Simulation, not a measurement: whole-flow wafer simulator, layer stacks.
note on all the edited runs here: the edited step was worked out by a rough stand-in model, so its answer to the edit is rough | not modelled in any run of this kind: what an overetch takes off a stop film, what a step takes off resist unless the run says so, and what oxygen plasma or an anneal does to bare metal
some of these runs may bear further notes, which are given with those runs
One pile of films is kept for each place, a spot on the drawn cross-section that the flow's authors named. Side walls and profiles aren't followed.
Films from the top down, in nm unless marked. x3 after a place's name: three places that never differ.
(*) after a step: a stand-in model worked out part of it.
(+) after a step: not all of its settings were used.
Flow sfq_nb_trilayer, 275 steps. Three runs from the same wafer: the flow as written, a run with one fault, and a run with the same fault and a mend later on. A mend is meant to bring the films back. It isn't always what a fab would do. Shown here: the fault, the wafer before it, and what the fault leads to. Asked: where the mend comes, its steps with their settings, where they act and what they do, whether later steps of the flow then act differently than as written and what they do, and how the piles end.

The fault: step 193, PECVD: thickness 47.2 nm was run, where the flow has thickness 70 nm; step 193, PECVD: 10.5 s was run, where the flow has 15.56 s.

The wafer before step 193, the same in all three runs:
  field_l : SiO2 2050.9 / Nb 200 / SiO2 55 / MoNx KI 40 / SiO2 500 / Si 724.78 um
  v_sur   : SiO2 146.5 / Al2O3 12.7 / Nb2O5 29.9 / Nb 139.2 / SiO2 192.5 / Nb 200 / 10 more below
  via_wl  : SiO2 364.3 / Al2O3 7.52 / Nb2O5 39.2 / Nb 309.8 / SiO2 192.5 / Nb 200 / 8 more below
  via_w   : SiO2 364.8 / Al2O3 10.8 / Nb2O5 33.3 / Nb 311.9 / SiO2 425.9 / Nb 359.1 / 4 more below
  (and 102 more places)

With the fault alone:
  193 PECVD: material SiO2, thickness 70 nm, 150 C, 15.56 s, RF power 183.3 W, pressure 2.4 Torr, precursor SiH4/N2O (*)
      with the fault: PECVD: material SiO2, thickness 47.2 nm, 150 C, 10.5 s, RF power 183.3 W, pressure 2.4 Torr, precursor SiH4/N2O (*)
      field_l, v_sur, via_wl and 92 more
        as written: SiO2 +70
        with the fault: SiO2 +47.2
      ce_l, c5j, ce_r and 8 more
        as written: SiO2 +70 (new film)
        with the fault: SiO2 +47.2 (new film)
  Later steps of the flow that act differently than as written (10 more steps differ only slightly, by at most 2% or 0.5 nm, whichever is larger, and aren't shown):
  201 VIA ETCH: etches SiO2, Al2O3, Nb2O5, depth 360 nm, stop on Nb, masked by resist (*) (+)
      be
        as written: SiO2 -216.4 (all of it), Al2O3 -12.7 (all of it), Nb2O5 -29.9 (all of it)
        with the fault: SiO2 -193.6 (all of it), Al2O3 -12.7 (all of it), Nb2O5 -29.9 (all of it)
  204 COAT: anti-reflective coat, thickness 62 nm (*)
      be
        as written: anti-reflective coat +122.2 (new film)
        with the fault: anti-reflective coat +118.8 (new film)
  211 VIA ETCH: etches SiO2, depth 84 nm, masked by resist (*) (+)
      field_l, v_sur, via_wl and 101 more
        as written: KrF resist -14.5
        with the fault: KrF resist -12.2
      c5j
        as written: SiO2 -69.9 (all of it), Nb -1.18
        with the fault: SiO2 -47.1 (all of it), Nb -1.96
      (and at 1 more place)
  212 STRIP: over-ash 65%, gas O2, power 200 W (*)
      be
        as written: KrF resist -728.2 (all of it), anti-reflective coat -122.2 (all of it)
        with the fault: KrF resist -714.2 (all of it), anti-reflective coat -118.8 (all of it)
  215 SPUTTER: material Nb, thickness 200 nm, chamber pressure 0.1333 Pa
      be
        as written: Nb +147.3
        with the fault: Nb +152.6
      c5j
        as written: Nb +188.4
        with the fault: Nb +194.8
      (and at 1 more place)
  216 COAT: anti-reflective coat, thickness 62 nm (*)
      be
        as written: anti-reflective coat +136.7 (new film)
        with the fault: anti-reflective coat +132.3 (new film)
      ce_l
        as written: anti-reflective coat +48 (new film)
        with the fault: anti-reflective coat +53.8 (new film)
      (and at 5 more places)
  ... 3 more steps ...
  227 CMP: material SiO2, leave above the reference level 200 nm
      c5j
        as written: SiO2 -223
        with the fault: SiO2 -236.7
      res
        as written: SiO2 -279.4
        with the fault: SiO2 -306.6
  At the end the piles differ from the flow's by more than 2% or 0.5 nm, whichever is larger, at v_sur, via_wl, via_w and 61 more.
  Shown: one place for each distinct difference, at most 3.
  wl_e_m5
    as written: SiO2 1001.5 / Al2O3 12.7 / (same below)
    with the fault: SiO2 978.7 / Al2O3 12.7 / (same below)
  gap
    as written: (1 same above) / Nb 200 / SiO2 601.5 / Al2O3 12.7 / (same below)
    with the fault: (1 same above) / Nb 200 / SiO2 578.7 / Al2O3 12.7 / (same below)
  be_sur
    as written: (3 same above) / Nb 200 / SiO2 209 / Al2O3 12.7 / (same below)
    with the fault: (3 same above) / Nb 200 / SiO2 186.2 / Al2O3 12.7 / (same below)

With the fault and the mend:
  The mend comes after step 193.
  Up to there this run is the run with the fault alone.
  193a PECVD: material SiO2, thickness 22.8 nm, 150 C, 5.067 s, RF power 183.3 W, pressure 2.4 Torr, precursor SiH4/N2O (*) (the flow's step 193 once more, with other settings)
      field_l, v_sur, via_wl and 103 more
        SiO2 +22.8
  No later step of the flow acts differently than as written, at any place that is followed, by more than 2% or 0.5 nm, whichever is larger.
  At the end the piles are the same as the flow's at every place that both follow.
